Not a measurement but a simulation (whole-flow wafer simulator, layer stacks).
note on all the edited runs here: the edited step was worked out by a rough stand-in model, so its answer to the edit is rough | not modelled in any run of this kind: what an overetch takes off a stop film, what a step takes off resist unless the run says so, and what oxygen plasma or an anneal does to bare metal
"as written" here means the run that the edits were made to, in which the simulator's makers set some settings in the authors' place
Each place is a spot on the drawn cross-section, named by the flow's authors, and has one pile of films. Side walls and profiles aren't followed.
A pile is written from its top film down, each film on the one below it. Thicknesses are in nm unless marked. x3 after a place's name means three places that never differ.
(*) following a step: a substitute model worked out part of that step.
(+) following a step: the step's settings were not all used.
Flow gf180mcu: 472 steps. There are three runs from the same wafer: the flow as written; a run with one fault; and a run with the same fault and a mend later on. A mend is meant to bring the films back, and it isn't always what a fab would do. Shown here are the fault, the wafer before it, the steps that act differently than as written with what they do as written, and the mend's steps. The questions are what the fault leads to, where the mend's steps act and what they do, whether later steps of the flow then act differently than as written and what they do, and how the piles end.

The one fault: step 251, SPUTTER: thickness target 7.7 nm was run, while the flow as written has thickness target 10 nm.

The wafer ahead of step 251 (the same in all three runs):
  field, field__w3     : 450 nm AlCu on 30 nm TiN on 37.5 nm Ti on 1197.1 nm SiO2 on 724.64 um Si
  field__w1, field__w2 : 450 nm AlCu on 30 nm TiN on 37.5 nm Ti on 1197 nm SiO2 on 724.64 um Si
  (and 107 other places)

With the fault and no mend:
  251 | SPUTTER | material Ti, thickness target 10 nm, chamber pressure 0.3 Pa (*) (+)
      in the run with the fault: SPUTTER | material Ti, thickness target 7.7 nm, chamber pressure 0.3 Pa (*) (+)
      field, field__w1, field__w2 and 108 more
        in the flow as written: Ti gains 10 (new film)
        in the run with the fault: Ti gains 7.7 (new film)
  Steps later in the flow that act otherwise than as written (4 more steps, not shown, differ only slightly: by at most 2% or 0.5 nm, whichever is larger):
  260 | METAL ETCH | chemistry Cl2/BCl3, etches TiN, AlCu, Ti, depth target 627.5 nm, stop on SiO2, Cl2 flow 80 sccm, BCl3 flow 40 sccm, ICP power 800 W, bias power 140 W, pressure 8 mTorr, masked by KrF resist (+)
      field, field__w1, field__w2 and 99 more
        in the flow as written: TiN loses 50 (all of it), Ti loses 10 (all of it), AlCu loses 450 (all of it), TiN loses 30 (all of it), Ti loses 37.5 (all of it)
        in the run with the fault: TiN loses 50 (all of it), Ti loses 7.7 (all of it), AlCu loses 450 (all of it), TiN loses 30 (all of it), Ti loses 37.5 (all of it)
  The piles end different from the flow's at field__w8, contact, m1 and 6 more by more than 2% or 0.5 nm, whichever is larger.
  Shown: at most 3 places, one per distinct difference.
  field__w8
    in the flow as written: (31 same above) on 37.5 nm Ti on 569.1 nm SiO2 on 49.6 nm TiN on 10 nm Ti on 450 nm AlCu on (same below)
    in the run with the fault: (31 same above) on 37.5 nm Ti on 571.4 nm SiO2 on 49.6 nm TiN on 7.7 nm Ti on 450 nm AlCu on (same below)
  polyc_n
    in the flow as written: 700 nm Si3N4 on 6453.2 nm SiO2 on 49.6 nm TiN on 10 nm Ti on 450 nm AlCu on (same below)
    in the run with the fault: 700 nm Si3N4 on 6455.5 nm SiO2 on 49.6 nm TiN on 7.7 nm Ti on 450 nm AlCu on (same below)
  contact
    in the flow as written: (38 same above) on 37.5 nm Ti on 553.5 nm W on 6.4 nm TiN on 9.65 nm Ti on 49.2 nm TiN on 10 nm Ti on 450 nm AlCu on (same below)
    in the run with the fault: (38 same above) on 37.5 nm Ti on 555.8 nm W on 6.4 nm TiN on 9.64 nm Ti on 49.2 nm TiN on 7.7 nm Ti on 450 nm AlCu on (same below)

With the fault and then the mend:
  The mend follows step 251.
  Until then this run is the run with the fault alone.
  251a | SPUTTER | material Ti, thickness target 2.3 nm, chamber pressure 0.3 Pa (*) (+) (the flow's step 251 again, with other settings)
      field, field__w1, field__w2 and 108 more
        Ti gains 2.3
  Every later step of the flow that is run acts as written at every place that is followed.
  At every place that both follow, the piles at the end match the flow's.
